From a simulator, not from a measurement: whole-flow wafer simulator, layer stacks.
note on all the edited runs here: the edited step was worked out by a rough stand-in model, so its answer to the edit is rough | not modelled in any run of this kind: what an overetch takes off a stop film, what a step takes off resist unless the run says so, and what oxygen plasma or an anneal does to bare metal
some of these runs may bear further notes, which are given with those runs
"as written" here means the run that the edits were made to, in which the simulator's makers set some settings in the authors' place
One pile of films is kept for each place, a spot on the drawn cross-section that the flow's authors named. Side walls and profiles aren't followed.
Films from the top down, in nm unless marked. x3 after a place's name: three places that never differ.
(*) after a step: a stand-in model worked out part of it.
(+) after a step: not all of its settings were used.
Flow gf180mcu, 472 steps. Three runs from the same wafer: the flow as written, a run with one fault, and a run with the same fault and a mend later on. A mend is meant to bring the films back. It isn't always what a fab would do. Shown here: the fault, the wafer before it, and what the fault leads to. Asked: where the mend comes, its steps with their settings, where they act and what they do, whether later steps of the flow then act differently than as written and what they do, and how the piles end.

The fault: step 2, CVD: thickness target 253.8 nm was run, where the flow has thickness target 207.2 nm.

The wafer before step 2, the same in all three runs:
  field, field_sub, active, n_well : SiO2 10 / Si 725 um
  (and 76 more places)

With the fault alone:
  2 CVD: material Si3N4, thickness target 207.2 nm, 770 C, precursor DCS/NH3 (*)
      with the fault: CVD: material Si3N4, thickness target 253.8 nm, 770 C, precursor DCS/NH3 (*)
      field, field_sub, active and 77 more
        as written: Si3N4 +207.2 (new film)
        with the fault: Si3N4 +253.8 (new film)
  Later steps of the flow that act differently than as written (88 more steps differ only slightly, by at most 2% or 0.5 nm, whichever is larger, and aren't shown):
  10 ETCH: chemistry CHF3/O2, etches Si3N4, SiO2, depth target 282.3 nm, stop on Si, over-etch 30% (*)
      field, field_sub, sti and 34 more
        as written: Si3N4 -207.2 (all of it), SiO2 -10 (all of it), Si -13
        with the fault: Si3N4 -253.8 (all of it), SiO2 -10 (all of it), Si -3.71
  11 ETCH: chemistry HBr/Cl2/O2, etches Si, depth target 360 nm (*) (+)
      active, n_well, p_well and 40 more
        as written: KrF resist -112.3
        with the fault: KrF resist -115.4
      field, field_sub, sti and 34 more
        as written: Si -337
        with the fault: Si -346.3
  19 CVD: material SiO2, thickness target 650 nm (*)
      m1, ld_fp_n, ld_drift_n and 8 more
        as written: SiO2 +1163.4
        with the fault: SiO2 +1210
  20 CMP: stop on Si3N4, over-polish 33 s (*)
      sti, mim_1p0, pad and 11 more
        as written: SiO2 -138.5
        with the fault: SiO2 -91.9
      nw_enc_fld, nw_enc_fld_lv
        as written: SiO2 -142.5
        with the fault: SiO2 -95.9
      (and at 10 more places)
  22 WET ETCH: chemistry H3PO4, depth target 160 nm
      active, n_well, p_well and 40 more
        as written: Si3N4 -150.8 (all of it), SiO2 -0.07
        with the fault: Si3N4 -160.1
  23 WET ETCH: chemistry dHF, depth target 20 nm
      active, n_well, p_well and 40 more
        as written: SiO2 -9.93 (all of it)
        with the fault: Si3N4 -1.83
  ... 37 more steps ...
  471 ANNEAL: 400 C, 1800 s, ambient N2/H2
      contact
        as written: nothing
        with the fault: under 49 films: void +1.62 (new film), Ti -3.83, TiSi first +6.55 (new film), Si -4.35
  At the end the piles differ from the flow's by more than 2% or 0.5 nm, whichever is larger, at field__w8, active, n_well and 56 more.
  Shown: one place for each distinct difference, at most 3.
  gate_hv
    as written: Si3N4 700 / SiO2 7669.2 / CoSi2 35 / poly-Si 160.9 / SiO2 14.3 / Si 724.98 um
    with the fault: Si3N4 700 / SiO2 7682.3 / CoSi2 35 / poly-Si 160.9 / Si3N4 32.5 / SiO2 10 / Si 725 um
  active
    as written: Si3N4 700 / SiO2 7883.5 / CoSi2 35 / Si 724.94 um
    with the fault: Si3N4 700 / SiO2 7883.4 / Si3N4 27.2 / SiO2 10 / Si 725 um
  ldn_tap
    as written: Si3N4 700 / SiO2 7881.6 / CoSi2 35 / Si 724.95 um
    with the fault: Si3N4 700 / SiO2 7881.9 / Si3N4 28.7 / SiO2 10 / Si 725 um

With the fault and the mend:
  The mend comes after step 2.
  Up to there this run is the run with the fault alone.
  2a WET ETCH: chemistry H3PO4, depth target 46.61 nm, 160 C
      field, field_sub, active and 77 more
        Si3N4 -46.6
  No later step of the flow acts differently than as written, at any place that is followed, by more than 2% or 0.5 nm, whichever is larger.
  At the end the piles are the same as the flow's at every place that both follow.
